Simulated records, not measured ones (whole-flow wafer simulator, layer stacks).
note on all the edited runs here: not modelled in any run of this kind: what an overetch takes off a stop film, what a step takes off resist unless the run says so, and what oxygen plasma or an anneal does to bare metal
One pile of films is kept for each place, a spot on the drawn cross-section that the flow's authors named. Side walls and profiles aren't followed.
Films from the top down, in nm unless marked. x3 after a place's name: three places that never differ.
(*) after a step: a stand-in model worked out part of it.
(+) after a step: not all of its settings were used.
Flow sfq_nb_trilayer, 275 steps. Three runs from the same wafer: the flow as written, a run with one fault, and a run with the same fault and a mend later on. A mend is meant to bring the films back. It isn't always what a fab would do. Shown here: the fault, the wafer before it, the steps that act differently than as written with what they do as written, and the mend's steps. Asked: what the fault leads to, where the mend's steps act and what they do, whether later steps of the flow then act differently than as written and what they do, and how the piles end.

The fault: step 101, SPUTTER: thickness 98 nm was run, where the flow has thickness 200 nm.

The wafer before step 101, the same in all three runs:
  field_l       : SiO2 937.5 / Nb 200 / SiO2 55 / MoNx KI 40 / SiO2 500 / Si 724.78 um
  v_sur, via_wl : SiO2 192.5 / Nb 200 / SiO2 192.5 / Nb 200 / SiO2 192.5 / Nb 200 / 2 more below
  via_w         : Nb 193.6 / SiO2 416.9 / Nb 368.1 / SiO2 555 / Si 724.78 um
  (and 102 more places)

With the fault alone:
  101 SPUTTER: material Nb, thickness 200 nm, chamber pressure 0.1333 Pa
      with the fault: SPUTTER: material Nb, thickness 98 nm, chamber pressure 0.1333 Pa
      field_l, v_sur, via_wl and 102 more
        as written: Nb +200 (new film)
        with the fault: Nb +98 (new film)
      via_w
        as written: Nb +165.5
        with the fault: Nb +80.8
  Later steps of the flow that act differently than as written (4 more steps differ only slightly, by at most 2% or 0.5 nm, whichever is larger, and aren't shown):
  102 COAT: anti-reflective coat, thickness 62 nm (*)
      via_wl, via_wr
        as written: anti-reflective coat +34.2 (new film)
        with the fault: anti-reflective coat +32.8 (new film)
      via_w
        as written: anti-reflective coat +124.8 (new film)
        with the fault: anti-reflective coat +119.8 (new film)
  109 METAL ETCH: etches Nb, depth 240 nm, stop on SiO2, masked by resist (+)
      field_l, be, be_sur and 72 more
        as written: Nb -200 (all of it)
        with the fault: Nb -98 (all of it)
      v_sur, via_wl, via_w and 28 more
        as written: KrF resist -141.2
        with the fault: KrF resist -86.5
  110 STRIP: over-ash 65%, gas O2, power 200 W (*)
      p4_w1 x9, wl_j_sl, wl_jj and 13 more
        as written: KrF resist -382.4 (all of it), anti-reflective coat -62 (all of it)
        with the fault: KrF resist -437.1 (all of it), anti-reflective coat -62 (all of it)
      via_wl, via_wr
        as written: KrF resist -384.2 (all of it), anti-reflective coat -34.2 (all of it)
        with the fault: KrF resist -441.5 (all of it), anti-reflective coat -32.8 (all of it)
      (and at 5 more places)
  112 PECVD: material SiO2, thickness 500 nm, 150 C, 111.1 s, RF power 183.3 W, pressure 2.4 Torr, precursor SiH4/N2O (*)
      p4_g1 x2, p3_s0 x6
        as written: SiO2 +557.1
        with the fault: SiO2 +500
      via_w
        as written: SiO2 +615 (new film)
        with the fault: SiO2 +586.6 (new film)
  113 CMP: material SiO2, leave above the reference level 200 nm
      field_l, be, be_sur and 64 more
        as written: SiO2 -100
        with the fault: SiO2 -202
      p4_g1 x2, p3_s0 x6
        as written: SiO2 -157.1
        with the fault: SiO2 -202
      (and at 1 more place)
  At the end the piles differ from the flow's by more than 2% or 0.5 nm, whichever is larger, at field_l, v_sur, via_wl and 103 more.
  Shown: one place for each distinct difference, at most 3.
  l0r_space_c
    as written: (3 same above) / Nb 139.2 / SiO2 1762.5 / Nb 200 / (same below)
    with the fault: (3 same above) / Nb 139.2 / SiO2 1660.5 / Nb 200 / (same below)
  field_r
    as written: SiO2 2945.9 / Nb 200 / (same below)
    with the fault: SiO2 2843.9 / Nb 200 / (same below)
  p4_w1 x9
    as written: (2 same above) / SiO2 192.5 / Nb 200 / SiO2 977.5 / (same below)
    with the fault: (2 same above) / SiO2 192.5 / Nb 98 / SiO2 977.5 / (same below)

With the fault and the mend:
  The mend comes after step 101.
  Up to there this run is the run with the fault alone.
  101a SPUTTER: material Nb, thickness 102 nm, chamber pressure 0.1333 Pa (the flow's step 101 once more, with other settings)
      field_l, v_sur, via_wl and 102 more
        Nb +102
      via_w
        Nb +83.3
  No later step of the flow acts differently than as written, at any place that is followed, by more than 2% or 0.5 nm, whichever is larger.
  At the end the piles differ from the flow's only slightly at the places that both follow, by at most 2% or 0.5 nm, whichever is larger.
